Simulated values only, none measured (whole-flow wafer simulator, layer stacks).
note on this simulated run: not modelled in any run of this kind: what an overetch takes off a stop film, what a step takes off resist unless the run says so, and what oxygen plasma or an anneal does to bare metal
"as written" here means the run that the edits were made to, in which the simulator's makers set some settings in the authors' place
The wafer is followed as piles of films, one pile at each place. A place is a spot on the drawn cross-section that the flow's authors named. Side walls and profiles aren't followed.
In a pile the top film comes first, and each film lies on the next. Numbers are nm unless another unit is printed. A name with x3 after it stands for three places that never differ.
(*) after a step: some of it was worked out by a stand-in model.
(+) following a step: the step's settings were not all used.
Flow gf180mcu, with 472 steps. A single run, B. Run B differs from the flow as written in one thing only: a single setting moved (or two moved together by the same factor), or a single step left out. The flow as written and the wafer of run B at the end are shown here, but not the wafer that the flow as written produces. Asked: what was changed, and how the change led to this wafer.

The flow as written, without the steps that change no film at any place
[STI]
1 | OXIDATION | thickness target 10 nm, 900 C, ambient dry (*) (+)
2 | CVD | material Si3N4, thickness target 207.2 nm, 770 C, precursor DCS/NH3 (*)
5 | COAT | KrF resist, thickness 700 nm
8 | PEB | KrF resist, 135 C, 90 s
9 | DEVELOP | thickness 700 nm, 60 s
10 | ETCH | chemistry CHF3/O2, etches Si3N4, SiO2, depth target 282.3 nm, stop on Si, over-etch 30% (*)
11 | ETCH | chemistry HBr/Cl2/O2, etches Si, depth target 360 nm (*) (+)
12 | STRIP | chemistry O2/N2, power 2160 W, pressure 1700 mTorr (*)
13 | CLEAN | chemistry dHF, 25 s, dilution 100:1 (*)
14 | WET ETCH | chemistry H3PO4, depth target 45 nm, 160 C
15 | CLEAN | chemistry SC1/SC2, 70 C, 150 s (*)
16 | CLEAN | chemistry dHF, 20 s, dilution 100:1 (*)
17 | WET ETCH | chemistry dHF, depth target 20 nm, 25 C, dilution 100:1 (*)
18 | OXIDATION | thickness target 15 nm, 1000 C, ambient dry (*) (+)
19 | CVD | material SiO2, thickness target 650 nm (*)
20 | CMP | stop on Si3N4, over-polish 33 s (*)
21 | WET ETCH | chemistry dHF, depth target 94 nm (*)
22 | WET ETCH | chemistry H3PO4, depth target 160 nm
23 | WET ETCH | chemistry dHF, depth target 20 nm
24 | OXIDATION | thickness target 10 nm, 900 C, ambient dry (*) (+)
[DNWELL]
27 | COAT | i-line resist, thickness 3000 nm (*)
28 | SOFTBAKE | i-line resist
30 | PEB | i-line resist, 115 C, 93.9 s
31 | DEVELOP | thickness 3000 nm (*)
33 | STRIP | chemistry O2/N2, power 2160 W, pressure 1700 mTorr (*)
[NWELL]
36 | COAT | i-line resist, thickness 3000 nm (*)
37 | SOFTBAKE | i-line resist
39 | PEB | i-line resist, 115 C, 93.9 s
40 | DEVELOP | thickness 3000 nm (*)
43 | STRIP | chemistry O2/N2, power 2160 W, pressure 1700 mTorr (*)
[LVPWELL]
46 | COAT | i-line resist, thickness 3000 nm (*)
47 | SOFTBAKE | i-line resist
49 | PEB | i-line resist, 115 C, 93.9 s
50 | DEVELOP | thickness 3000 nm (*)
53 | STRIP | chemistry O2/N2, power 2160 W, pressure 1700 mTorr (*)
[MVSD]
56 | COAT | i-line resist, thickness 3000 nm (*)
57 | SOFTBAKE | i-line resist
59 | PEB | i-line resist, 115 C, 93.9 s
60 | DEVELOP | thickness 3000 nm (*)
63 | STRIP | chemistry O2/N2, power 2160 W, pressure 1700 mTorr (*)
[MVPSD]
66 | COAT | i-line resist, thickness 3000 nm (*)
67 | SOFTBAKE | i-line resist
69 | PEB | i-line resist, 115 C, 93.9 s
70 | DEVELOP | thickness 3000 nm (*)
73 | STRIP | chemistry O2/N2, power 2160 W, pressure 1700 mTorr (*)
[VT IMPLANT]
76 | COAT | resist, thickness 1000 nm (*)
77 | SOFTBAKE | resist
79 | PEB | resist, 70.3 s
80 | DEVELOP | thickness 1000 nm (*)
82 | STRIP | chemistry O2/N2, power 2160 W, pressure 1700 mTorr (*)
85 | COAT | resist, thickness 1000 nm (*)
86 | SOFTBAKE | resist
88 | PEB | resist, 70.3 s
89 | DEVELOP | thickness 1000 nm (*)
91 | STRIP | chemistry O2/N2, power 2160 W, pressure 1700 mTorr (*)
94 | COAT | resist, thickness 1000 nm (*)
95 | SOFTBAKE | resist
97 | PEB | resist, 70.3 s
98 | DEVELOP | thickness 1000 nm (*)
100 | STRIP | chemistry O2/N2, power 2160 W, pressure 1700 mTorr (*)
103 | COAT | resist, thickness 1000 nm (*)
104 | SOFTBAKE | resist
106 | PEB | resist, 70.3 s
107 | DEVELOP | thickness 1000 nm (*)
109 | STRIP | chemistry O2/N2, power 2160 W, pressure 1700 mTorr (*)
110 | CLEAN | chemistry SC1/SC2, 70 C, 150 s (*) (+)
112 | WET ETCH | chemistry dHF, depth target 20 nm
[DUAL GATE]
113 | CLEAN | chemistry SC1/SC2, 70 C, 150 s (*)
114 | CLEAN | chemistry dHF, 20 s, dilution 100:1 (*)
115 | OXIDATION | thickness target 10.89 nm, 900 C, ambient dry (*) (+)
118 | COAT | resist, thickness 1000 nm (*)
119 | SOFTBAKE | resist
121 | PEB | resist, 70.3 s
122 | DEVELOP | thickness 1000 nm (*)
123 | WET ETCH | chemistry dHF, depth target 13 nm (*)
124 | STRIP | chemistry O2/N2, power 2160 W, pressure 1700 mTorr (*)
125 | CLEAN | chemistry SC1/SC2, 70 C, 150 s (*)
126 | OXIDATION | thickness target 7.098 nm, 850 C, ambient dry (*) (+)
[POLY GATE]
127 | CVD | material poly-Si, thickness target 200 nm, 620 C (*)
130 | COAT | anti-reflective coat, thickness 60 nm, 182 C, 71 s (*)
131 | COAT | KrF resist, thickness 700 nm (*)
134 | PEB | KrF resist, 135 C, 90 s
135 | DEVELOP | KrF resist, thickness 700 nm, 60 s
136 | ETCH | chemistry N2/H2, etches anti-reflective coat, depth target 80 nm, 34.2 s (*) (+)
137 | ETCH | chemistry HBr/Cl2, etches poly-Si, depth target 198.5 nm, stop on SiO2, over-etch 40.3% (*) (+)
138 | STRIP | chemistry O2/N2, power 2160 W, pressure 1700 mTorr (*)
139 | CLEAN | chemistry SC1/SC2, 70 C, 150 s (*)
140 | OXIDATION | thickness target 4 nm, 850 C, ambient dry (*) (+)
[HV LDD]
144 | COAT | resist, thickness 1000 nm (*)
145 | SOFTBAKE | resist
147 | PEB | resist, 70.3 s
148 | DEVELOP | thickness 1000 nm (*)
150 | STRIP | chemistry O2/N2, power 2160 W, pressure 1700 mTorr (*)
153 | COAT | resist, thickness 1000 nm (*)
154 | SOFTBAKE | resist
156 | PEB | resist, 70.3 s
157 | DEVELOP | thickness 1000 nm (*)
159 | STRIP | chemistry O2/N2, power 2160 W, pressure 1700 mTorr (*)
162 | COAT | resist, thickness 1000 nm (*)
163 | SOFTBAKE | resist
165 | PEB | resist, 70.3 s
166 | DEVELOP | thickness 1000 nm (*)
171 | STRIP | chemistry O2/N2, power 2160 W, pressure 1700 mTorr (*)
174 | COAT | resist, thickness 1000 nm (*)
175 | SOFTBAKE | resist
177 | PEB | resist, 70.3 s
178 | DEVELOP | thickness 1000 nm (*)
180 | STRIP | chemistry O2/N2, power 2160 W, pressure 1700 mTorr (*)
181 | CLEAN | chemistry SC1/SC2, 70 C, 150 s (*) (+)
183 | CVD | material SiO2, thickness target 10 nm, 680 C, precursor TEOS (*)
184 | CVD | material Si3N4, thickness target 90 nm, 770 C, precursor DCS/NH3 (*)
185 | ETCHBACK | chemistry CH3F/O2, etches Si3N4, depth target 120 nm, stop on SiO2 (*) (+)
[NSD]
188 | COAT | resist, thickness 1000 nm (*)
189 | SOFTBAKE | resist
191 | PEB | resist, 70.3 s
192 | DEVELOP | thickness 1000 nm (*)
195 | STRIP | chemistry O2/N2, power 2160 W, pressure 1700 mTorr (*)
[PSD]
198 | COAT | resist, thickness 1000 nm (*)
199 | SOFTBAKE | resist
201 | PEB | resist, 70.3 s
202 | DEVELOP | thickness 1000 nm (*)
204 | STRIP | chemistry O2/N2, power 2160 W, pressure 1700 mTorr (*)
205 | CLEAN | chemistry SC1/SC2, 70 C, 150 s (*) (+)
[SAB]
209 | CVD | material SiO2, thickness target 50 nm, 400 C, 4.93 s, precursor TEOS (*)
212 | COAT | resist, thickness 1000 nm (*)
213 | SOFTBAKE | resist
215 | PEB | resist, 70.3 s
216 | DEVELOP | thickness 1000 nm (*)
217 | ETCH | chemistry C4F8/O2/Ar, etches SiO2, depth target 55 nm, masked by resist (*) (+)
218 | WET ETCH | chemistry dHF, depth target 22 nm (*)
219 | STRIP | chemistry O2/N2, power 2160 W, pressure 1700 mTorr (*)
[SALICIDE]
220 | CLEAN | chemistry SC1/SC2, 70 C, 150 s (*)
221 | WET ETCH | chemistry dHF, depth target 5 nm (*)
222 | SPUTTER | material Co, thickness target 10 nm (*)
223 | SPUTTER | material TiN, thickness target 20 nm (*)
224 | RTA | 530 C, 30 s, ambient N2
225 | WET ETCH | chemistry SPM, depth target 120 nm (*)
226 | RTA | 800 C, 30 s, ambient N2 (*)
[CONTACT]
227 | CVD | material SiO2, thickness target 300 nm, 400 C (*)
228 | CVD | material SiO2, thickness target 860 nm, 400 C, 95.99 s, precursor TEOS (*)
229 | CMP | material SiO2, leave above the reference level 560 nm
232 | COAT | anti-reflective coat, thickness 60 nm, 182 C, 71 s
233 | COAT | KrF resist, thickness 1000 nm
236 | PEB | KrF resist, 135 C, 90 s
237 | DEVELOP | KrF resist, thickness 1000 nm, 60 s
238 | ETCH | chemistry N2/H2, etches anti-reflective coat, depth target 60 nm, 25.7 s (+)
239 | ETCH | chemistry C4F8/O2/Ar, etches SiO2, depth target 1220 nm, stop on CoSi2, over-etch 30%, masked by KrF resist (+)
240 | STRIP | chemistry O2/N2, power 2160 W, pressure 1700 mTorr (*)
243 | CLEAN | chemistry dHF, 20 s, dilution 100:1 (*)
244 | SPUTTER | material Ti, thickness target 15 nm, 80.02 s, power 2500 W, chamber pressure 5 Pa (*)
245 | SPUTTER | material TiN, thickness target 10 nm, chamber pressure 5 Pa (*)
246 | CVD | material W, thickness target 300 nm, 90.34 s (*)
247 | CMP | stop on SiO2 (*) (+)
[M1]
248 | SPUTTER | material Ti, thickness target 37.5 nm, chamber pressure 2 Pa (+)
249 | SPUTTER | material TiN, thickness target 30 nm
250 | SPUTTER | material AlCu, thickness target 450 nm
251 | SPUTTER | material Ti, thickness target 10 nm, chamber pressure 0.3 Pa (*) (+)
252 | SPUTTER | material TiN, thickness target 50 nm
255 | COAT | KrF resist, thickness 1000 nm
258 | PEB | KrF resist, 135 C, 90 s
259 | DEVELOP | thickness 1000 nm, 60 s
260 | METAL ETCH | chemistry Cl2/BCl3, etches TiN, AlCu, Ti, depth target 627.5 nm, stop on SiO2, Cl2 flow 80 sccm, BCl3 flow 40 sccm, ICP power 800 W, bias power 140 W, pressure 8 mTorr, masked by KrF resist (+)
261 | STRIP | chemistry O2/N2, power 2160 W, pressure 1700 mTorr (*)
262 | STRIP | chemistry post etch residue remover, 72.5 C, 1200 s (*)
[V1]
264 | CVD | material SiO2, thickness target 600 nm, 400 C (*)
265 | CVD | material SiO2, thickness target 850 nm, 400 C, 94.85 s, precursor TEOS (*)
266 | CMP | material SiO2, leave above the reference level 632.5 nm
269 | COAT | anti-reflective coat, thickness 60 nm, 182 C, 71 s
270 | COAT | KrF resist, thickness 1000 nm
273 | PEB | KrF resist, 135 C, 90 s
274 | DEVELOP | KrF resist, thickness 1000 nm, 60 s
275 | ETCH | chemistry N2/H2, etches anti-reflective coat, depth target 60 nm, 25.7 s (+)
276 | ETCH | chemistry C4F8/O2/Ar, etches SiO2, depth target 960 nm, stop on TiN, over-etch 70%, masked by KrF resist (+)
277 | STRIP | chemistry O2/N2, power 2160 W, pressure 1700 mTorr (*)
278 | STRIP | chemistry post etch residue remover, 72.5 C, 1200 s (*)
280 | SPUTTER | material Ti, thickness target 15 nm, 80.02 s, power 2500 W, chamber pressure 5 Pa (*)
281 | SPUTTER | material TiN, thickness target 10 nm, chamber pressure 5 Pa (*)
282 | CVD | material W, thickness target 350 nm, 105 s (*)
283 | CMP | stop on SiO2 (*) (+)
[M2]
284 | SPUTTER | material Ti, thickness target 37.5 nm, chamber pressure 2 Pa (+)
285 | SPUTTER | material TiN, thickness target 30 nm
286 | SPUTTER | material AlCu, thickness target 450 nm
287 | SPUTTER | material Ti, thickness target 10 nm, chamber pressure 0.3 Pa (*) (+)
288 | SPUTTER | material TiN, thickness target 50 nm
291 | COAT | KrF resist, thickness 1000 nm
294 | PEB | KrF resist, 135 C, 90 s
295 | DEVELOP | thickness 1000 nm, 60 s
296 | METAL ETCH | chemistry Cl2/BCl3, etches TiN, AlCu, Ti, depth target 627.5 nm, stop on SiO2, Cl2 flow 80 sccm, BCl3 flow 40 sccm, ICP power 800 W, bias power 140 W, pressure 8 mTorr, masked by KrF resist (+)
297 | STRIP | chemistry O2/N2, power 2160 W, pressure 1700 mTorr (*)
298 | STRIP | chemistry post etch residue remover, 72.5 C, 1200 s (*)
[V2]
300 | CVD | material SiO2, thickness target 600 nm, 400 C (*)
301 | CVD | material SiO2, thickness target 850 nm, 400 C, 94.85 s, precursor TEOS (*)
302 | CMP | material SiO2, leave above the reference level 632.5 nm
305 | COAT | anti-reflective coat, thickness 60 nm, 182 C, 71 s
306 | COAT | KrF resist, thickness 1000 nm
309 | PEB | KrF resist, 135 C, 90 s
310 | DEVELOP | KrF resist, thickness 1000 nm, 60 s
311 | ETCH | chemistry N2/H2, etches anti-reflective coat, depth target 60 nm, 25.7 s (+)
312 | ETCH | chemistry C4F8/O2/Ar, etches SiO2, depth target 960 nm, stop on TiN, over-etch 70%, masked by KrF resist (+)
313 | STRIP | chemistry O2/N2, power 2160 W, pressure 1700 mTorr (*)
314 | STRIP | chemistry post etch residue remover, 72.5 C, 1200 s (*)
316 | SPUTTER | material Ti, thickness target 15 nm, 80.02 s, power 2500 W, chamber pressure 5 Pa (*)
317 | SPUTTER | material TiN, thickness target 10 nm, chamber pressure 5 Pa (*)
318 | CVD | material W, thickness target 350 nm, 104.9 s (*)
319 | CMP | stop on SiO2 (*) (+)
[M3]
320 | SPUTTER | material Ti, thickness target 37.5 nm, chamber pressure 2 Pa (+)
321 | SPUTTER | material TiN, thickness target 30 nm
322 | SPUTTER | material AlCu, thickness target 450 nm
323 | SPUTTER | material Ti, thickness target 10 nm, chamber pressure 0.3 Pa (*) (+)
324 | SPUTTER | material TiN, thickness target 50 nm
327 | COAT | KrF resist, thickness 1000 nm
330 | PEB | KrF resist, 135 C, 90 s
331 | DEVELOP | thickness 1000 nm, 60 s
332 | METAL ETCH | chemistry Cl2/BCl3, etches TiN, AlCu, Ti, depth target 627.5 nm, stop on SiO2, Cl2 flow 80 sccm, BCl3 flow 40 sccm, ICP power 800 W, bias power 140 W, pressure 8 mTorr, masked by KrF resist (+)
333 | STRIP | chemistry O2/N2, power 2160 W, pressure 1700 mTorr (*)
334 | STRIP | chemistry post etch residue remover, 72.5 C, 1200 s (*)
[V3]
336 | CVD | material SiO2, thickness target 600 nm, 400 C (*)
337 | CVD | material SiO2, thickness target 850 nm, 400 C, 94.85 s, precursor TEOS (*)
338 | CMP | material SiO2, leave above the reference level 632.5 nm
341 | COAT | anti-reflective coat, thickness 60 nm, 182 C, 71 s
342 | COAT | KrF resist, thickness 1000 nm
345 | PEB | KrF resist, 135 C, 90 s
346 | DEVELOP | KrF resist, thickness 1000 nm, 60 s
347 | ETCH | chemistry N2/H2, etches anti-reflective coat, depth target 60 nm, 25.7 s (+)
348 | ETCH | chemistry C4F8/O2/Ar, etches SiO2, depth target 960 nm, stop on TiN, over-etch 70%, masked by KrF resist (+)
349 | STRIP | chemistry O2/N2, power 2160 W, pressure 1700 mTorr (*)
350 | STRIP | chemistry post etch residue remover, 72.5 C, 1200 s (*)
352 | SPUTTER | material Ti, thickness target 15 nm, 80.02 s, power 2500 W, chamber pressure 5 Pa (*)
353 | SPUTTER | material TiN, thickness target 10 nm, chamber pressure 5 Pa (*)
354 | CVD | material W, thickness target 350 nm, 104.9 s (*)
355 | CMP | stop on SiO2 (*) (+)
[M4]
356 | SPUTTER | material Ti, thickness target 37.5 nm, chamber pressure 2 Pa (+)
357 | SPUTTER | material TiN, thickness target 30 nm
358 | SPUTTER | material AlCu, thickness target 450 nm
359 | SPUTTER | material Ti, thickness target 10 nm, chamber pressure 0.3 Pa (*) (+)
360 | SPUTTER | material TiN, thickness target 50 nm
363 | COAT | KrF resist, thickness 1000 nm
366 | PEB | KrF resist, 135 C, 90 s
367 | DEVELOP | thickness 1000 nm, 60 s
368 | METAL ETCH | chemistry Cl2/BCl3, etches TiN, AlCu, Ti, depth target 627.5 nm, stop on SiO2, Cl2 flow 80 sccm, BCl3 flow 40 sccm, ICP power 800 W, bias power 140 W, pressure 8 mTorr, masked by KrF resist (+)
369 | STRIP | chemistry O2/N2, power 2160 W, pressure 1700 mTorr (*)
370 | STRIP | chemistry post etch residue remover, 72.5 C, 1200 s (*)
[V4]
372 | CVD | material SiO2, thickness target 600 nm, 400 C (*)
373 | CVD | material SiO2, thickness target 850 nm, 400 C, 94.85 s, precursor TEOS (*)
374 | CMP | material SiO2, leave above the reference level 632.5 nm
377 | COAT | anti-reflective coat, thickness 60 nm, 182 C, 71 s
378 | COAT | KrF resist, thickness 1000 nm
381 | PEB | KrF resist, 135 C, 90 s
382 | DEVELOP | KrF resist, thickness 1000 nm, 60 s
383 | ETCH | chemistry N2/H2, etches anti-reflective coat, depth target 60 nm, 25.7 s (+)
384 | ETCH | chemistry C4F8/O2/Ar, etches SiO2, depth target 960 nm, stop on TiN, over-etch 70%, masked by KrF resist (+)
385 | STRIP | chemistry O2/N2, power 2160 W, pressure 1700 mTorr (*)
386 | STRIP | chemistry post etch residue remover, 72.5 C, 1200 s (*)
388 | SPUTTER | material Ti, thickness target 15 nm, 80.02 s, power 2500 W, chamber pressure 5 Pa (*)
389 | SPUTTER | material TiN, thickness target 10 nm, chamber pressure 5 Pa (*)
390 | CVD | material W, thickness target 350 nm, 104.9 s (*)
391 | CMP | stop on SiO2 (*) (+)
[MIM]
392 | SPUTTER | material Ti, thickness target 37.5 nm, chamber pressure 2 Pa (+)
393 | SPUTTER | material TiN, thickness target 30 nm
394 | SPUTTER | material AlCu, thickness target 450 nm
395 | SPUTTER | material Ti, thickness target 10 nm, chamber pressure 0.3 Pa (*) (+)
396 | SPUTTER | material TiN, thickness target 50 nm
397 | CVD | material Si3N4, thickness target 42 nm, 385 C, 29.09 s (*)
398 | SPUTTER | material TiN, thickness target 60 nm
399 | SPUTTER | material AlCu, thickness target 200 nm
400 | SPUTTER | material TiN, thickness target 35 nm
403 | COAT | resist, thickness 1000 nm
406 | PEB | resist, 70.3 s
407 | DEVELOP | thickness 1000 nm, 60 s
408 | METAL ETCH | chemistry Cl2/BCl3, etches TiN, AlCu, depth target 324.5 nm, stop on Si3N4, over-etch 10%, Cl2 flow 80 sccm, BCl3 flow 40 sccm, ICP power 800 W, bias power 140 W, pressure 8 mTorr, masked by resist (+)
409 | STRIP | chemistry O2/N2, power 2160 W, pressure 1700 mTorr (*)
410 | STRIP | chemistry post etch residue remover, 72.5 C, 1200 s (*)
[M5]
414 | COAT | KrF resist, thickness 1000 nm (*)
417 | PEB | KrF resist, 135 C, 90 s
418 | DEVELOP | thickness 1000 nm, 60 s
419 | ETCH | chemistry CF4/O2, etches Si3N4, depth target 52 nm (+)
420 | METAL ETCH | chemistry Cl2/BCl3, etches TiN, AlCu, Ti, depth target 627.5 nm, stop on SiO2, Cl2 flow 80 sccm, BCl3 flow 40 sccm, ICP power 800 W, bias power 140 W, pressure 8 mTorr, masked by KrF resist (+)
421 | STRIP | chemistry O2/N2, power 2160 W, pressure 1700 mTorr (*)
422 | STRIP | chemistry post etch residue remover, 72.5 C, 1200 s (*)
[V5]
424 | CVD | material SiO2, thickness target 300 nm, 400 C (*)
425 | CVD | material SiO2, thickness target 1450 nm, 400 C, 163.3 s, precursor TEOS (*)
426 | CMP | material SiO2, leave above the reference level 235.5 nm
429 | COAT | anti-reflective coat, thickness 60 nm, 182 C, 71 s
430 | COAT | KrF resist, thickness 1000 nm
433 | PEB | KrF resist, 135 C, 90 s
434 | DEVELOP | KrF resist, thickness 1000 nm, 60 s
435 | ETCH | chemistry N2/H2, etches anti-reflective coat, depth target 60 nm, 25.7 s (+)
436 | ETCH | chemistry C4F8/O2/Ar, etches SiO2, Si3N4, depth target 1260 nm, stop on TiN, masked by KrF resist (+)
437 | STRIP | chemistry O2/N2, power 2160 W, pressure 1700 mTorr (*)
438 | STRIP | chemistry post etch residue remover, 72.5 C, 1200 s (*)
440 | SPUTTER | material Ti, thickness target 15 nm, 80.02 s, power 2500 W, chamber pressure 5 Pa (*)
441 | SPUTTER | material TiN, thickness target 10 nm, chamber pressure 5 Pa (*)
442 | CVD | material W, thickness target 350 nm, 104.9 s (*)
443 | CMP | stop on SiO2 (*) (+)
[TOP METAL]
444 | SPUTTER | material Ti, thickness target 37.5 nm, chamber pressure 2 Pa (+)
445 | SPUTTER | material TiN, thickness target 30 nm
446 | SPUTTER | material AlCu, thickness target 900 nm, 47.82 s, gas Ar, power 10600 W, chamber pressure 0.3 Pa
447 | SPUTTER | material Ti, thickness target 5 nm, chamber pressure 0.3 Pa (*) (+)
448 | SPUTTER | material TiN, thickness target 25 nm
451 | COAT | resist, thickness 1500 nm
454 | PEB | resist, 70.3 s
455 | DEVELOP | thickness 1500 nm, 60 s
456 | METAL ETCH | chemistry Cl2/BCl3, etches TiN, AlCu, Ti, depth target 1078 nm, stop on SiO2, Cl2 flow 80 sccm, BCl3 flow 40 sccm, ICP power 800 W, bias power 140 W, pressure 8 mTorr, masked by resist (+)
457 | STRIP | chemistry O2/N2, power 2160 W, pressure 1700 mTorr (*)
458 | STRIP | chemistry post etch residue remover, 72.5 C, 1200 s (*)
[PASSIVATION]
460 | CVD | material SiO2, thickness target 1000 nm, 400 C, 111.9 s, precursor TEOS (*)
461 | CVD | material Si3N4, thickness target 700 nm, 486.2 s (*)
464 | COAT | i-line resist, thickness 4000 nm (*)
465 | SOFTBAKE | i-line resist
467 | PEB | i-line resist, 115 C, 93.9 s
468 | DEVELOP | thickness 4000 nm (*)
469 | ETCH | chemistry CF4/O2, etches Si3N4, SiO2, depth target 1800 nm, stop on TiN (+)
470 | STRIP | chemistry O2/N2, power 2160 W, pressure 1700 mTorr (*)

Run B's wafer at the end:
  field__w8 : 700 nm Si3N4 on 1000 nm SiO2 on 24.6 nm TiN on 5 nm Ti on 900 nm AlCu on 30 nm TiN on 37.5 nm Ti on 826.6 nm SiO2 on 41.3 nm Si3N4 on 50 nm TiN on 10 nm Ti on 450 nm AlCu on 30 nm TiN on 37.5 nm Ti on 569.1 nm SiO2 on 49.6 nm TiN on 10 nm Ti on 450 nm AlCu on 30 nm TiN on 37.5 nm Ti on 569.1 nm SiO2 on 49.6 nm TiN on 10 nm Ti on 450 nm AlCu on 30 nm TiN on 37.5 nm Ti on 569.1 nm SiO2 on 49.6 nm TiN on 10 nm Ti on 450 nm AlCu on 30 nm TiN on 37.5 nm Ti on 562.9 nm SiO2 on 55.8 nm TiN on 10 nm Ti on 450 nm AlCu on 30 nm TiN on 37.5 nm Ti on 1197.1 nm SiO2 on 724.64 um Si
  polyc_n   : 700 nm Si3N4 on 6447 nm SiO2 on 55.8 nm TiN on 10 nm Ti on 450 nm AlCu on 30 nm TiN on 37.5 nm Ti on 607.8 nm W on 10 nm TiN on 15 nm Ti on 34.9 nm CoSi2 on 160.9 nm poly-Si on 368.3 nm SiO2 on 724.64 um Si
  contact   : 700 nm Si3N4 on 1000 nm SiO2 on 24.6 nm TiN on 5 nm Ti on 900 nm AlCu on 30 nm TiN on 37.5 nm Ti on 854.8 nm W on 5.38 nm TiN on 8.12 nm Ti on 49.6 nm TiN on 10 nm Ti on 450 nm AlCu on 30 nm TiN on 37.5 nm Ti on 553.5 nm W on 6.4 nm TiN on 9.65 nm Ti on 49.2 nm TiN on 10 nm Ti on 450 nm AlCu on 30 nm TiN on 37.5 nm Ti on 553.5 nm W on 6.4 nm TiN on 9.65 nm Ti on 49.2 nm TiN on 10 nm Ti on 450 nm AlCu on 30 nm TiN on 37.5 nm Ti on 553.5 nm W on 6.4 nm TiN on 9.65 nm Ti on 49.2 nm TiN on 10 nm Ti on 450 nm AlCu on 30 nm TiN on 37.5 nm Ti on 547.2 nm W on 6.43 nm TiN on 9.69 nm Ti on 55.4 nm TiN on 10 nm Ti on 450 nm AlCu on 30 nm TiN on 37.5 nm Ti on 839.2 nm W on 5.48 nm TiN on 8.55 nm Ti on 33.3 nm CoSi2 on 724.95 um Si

The reason: step 252, SPUTTER: thickness target 56.2 nm was run, though the flow has thickness target 50 nm.

Step by step, how the change led to this:
  252 | SPUTTER | material TiN, thickness target 50 nm
      field, field__w1, field__w2 and 108 more: +56.2 TiN (new film) (as written it would have been: +50 TiN (new film))
  260 | METAL ETCH | chemistry Cl2/BCl3, etches TiN, AlCu, Ti, depth target 627.5 nm, stop on SiO2, Cl2 flow 80 sccm, BCl3 flow 40 sccm, ICP power 800 W, bias power 140 W, pressure 8 mTorr, masked by KrF resist (+)
      field, field__w1, field__w2 and 99 more: -56.2 TiN (all of it), -10 Ti (all of it), -450 AlCu (all of it), -30 TiN (all of it), -37.5 Ti (all of it) (as written it would have been: -50 TiN (all of it), -10 Ti (all of it), -450 AlCu (all of it), -30 TiN (all of it), -37.5 Ti (all of it))
